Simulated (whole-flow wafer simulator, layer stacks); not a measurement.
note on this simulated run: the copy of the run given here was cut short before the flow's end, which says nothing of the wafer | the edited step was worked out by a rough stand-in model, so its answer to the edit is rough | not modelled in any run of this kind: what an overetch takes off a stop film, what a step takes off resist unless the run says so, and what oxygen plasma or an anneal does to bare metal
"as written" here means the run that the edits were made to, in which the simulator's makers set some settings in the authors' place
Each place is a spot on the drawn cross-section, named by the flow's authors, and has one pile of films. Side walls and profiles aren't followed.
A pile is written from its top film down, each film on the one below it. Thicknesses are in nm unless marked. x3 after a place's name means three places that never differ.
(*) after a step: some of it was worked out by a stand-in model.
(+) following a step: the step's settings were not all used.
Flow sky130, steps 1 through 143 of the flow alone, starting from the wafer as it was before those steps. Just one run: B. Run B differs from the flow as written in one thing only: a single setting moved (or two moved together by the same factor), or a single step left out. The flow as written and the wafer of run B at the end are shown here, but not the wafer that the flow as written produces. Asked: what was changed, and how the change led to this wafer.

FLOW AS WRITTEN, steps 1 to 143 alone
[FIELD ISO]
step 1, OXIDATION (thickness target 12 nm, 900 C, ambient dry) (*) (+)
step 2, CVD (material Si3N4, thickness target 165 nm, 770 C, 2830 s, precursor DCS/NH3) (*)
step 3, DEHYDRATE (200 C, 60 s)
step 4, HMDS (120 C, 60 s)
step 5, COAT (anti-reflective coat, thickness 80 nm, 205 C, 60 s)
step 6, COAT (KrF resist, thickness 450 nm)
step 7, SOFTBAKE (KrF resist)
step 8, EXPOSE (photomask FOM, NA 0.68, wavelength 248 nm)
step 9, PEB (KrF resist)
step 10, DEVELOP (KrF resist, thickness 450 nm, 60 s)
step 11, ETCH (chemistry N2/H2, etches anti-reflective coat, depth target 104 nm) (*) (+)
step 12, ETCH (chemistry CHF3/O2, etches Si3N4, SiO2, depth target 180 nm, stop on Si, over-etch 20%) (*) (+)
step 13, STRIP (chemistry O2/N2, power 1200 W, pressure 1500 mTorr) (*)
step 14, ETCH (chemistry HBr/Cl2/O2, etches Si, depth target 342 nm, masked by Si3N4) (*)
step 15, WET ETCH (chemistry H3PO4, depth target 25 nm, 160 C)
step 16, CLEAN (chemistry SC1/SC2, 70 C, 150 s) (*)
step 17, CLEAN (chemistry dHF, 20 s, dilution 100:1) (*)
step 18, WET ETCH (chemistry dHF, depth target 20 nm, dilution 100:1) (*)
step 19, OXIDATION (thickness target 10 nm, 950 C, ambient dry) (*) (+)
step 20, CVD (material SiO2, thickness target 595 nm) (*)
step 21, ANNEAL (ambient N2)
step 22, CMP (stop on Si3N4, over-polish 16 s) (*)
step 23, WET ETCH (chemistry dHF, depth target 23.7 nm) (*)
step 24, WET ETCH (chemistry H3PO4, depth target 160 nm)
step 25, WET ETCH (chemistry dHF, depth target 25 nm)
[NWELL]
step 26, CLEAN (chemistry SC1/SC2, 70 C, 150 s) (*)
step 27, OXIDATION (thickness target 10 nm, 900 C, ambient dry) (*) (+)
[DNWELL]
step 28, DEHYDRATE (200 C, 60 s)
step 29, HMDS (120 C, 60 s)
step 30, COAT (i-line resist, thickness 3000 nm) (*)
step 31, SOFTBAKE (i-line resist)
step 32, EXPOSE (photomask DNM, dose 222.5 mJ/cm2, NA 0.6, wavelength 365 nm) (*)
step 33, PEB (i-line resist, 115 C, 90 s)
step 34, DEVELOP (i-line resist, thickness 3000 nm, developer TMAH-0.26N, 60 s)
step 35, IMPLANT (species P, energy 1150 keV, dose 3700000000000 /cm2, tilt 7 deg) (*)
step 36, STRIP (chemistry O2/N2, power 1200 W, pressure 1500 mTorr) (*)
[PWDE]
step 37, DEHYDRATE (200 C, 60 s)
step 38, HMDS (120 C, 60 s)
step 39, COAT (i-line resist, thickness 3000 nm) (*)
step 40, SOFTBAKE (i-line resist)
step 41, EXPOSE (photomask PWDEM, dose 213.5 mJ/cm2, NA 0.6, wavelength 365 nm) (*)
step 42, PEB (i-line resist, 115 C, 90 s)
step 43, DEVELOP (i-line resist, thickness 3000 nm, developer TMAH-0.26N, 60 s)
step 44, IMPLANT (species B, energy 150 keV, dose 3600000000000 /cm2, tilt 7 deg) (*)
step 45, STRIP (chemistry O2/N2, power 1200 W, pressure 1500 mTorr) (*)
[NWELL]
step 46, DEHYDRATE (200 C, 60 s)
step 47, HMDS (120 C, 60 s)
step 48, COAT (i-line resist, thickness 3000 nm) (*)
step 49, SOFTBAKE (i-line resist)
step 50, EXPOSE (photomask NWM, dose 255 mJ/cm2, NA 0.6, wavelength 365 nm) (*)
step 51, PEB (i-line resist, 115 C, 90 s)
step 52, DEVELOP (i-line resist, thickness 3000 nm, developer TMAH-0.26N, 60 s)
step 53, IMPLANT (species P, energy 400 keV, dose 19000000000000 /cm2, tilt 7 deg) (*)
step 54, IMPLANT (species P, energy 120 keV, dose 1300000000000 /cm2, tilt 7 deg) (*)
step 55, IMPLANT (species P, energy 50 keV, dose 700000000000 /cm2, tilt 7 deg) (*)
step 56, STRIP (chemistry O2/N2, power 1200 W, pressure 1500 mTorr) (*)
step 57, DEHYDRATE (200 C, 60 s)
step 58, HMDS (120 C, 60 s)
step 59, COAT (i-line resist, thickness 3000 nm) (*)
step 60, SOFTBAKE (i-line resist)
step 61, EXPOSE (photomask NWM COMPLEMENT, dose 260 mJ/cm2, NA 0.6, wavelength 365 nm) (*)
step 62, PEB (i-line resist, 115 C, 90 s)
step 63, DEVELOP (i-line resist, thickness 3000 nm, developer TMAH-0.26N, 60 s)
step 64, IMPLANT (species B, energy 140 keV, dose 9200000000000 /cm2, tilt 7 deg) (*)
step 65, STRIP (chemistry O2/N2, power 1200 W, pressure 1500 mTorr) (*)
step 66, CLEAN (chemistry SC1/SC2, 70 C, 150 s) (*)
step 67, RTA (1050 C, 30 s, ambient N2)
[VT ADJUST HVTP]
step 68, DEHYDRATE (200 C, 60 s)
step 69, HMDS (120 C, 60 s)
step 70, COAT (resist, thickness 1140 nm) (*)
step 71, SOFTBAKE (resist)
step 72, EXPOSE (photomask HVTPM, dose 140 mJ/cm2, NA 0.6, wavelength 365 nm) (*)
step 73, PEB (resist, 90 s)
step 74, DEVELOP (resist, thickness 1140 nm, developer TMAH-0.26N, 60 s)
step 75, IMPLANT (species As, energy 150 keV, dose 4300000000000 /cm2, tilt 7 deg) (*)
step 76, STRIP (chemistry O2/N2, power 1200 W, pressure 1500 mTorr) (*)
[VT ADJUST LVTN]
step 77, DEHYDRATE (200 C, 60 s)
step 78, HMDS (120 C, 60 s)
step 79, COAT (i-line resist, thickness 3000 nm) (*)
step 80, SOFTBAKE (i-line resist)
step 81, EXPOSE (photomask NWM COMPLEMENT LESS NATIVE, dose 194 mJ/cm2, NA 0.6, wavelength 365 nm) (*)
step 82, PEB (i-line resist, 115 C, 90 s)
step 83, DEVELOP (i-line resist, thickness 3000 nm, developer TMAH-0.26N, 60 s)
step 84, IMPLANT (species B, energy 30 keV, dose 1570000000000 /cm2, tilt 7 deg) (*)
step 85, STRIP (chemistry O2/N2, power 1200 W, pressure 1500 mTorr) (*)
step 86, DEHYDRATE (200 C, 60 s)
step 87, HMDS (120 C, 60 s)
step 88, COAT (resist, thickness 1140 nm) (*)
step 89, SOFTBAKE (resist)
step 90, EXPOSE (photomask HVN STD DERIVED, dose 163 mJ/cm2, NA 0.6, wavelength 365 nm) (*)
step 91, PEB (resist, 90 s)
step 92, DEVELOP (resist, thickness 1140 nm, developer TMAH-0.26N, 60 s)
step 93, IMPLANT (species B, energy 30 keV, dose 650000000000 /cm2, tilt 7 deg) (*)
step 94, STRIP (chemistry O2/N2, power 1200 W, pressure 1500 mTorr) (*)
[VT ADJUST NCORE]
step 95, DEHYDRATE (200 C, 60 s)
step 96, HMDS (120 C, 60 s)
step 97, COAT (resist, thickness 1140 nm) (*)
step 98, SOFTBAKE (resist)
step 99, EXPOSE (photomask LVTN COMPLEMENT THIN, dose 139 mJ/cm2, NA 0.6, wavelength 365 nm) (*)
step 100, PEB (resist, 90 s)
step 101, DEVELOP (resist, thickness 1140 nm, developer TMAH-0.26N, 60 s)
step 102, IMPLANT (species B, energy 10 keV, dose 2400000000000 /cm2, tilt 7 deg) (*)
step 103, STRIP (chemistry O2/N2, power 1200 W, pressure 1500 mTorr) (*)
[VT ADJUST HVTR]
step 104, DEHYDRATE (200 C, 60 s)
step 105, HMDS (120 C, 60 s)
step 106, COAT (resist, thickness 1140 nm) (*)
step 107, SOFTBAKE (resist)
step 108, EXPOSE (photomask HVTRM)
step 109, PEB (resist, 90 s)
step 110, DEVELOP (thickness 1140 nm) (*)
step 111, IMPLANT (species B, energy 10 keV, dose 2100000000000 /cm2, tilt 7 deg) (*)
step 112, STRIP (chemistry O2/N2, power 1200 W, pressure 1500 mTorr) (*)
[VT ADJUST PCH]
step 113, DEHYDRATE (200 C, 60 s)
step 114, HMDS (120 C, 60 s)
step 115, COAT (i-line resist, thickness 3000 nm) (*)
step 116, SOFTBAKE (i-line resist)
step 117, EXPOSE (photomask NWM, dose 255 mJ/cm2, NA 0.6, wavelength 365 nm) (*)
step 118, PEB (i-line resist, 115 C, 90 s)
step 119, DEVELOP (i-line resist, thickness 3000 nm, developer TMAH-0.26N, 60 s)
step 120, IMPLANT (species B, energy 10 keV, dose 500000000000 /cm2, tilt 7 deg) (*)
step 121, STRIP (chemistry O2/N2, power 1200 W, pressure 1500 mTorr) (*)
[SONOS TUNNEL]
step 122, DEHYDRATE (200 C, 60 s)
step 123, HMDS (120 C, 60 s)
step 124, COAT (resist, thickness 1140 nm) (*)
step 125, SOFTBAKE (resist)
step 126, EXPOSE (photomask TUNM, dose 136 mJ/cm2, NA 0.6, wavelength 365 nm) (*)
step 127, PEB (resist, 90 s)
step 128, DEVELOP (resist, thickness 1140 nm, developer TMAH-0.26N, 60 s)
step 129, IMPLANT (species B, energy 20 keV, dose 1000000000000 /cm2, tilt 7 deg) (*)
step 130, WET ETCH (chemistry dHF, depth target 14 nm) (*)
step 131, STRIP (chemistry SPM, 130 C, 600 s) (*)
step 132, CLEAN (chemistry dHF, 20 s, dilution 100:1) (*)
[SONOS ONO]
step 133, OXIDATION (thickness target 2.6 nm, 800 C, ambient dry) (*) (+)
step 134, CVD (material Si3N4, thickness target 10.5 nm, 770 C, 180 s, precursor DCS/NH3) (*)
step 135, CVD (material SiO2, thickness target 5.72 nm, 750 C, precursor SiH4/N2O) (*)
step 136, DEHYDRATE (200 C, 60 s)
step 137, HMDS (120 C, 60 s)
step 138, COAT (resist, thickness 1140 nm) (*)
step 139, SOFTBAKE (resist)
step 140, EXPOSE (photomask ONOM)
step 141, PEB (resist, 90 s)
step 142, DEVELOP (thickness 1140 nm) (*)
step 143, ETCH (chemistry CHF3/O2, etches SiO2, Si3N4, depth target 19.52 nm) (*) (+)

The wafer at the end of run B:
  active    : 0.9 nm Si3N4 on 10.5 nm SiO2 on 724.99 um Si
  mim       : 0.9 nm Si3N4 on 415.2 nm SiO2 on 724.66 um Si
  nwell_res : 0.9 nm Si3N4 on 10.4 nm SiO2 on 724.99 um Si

Cause: step 134, CVD: 252 s was run, while the flow as written has 180 s.

Step by step, how the change led to this:
  step 134, CVD (material Si3N4, thickness target 10.5 nm, 770 C, 180 s, precursor DCS/NH3) (*)
      field, active, n_well and 187 more: Si3N4 gains 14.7 (new film) (it would be, as written: Si3N4 gains 10.5 (new film))
  step 143, ETCH (chemistry CHF3/O2, etches SiO2, Si3N4, depth target 19.52 nm) (*) (+)
      field, active, p_well x5 and 179 more: SiO2 loses 5.72 (all of it), Si3N4 loses 13.8 (it would be, as written: SiO2 loses 5.72 (all of it), Si3N4 loses 10.5 (all of it), SiO2 loses 3.3)
      n_well, sonos_sd: SiO2 loses 5.72 (all of it), Si3N4 loses 13.8 (it would be, as written: SiO2 loses 5.72 (all of it), Si3N4 loses 10.5 (all of it), SiO2 loses 2.6 (all of it), Si loses 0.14)
